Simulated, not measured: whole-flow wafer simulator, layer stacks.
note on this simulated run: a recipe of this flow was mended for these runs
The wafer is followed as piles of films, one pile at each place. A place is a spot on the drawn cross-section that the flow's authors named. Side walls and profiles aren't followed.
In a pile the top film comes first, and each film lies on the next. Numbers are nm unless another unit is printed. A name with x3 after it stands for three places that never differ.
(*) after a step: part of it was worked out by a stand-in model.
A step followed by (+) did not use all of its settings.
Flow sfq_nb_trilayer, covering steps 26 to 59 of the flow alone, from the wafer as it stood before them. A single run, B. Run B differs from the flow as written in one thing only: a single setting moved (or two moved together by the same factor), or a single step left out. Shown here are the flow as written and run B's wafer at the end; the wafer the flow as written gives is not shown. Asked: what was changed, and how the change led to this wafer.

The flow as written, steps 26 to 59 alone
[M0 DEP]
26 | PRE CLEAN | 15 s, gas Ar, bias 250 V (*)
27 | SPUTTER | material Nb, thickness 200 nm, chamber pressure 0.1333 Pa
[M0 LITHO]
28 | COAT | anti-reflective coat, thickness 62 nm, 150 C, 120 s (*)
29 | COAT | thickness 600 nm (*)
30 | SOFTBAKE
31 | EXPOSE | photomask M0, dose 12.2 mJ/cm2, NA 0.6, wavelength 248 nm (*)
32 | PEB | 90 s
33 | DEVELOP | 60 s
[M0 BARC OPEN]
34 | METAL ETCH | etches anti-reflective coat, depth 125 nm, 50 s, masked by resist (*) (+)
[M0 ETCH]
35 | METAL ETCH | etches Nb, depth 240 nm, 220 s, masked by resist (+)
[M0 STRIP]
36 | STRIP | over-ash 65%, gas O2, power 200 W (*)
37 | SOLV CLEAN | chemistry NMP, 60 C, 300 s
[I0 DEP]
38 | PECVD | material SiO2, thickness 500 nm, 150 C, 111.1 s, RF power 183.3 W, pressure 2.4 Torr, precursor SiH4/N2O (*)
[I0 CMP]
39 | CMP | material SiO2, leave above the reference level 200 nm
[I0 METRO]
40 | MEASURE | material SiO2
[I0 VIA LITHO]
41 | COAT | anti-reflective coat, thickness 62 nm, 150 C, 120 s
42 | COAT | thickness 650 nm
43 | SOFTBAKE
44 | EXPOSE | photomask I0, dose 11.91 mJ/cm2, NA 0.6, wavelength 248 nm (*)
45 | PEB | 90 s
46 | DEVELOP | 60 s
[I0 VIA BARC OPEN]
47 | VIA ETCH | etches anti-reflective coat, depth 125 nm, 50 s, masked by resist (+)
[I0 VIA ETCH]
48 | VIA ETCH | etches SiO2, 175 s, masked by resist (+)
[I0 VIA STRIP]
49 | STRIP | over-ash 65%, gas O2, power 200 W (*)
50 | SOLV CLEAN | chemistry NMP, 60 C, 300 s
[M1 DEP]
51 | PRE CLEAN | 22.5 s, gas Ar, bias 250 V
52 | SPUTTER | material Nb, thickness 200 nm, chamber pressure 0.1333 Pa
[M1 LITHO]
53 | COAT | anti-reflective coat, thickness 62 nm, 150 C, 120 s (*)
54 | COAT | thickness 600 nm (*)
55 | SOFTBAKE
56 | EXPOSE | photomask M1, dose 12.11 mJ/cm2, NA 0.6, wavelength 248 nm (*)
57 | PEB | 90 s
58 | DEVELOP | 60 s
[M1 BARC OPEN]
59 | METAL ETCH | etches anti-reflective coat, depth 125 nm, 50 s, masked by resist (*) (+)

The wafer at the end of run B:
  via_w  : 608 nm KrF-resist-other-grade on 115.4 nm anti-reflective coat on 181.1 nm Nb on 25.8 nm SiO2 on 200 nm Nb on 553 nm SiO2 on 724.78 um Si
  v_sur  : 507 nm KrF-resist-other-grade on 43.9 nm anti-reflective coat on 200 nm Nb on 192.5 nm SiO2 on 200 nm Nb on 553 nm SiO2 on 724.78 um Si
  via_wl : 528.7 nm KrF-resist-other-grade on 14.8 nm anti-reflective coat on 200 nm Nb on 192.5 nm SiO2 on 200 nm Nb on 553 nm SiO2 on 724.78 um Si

What caused this: step 48, VIA ETCH: 112 s was run, though the flow has 175 s.

The path from the change to this, step by step:
  48 | VIA ETCH | etches SiO2, 175 s, masked by resist (+)
      via_w: SiO2 loses 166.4 (it would be, as written: SiO2 loses 199.7 (all of it), Nb loses 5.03)
      field_l, v_sur, via_wl and 102 more: KrF-resist-other-grade loses 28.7 (it would be, as written: KrF-resist-other-grade loses 44.8)
  49 | STRIP | over-ash 65%, gas O2, power 200 W (*)
      field_l, v_sur, via_wl and 102 more: KrF-resist-other-grade loses 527 (all of it), anti-reflective coat loses 62 (all of it) (it would be, as written: KrF-resist-other-grade loses 510.8 (all of it), anti-reflective coat loses 62 (all of it))
  51 | PRE CLEAN | 22.5 s, gas Ar, bias 250 V
      via_w: SiO2 loses 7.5 (it would be, as written: Nb loses 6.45)
  52 | SPUTTER | material Nb, thickness 200 nm, chamber pressure 0.1333 Pa
      via_w: Nb gains 181.1 (new film) (it would be, as written: Nb gains 172.8)
  53 | COAT | anti-reflective coat, thickness 62 nm, 150 C, 120 s (*)
      v_sur: anti-reflective coat gains 43.9 (new film) (it would be, as written: anti-reflective coat gains 45.6 (new film))
      via_wl: anti-reflective coat gains 14.8 (new film) (it would be, as written: anti-reflective coat gains 16.2 (new film))
      (and at 2 other places as well)
  54 | COAT | thickness 600 nm (*)
      via_w: KrF-resist-other-grade gains 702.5 (new film) (it would be, as written: KrF-resist-other-grade gains 733.2 (new film))
If metal films that touch count as one body, via_w has 2 bodies (between them, from the top down: SiO2 25.8); the flow as written gives 1 body.
